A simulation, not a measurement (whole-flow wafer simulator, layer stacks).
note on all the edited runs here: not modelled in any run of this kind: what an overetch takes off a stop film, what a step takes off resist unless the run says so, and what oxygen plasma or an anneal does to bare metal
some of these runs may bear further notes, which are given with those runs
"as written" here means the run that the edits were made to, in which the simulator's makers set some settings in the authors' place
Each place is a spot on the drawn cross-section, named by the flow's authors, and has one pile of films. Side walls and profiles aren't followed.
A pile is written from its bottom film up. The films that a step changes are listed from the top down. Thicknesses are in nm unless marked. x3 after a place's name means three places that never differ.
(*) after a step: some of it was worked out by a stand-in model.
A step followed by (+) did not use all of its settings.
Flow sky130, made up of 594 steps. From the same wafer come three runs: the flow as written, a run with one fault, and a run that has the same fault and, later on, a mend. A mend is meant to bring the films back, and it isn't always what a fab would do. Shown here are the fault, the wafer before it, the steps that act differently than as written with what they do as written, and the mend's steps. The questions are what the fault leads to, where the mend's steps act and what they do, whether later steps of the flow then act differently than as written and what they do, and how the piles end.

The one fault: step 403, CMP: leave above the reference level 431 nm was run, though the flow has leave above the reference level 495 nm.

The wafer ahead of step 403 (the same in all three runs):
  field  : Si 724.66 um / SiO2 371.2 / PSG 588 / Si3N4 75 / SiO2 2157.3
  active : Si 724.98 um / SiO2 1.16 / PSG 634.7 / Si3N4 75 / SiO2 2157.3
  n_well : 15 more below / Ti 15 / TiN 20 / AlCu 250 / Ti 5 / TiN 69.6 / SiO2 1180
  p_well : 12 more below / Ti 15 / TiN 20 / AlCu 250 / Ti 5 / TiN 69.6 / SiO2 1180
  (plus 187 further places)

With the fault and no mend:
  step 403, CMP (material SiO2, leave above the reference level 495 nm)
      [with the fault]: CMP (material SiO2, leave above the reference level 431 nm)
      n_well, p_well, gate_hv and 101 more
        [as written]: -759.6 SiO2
        [with the fault]: -823.6 SiO2
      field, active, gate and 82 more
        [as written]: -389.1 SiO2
        [with the fault]: -453.1 SiO2
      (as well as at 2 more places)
  Steps further on in the flow that do not act as written:
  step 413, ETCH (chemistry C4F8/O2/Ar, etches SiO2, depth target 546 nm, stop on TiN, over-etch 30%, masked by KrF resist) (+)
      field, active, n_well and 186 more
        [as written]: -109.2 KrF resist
        [with the fault]: -92.6 KrF resist
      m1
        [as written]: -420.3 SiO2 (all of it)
        [with the fault]: -356.3 SiO2 (all of it)
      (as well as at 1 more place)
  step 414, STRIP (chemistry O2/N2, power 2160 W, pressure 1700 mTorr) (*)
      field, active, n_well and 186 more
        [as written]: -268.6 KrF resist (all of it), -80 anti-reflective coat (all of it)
        [with the fault]: -285.2 KrF resist (all of it), -80 anti-reflective coat (all of it)
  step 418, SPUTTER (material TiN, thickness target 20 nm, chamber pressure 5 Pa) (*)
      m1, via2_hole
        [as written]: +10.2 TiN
        [with the fault]: +11 TiN
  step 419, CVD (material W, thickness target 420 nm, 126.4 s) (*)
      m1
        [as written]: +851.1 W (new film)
        [with the fault]: +786.3 W (new film)
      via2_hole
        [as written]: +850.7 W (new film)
        [with the fault]: +785.8 W (new film)
  At n_well, p_well, gate_hv and 115 more, the piles at the end differ from the flow's by more than 2% or 0.5 nm, whichever is larger.
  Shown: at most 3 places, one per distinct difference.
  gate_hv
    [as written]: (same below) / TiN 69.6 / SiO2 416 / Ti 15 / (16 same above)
    [with the fault]: (same below) / TiN 69.6 / SiO2 352 / Ti 15 / (16 same above)
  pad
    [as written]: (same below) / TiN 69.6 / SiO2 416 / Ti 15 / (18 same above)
    [with the fault]: (same below) / TiN 69.6 / SiO2 352 / Ti 15 / (18 same above)
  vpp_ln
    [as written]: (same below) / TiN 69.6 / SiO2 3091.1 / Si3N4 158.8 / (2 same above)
    [with the fault]: (same below) / TiN 69.6 / SiO2 3027.1 / Si3N4 158.8 / (2 same above)

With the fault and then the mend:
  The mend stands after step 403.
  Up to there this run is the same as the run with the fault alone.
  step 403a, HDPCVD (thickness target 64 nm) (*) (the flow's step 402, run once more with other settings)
      field, active, n_well and 188 more
        +64 SiO2
  None of the later steps of the flow differs from how it acts as written, at any place that is followed, by more than 2% or 0.5 nm, whichever is larger.
  The piles end the same as the flow's at every place that both follow.
